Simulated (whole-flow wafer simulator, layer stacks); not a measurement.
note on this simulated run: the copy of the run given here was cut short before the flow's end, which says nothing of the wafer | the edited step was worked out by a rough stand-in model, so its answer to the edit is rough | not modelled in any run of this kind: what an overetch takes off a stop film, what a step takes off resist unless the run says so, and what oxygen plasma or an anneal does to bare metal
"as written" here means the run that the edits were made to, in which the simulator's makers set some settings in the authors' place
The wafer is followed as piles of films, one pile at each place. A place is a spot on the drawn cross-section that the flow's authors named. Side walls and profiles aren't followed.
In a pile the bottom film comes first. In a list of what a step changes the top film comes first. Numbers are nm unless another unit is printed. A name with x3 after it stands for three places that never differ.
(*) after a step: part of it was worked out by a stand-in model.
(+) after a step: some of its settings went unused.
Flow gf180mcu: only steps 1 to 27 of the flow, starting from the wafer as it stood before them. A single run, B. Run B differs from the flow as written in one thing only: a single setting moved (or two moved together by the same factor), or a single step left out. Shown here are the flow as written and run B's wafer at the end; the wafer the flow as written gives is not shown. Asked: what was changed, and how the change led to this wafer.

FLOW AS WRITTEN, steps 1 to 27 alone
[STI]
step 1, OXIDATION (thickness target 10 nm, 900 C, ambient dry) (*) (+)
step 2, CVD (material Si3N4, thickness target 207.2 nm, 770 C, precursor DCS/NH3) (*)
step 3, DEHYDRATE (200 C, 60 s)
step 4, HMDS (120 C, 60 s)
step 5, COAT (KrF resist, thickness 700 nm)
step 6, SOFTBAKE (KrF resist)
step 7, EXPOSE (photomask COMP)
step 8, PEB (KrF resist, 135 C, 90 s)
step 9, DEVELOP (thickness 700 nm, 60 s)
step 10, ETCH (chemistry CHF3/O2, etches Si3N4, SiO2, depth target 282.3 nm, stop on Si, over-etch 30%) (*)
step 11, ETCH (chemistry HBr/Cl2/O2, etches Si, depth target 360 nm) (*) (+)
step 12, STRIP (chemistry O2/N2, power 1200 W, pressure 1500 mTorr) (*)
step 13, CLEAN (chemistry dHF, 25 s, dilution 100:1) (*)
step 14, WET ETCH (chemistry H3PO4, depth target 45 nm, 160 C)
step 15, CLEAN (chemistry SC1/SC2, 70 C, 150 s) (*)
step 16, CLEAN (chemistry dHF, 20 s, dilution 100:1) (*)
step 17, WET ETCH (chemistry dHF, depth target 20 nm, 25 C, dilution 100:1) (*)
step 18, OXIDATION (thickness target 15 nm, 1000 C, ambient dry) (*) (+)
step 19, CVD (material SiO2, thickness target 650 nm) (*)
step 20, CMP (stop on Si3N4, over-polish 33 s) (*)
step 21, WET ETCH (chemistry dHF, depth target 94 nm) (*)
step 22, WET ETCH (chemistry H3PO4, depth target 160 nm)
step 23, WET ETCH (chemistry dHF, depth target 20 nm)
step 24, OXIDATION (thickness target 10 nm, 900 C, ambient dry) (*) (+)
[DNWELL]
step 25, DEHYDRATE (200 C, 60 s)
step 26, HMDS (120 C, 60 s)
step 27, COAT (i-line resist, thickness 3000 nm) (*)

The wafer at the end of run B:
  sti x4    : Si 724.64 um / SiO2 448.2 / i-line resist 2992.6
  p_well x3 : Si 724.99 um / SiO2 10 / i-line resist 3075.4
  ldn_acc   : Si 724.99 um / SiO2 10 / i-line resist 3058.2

What caused this: step 21, WET ETCH: depth target 51.7 nm was run, whereas the flow has depth target 94 nm.

The path from the change to this, step by step:
  step 21, WET ETCH (chemistry dHF, depth target 94 nm) (*)
      active, n_well, p_well x3 and 38 more: -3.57 Si3N4 (in the flow as written it would be: -6.43 Si3N4)
      field, field_sub, sti x4 and 31 more: -51.7 SiO2 (in the flow as written it would be: -94 SiO2)
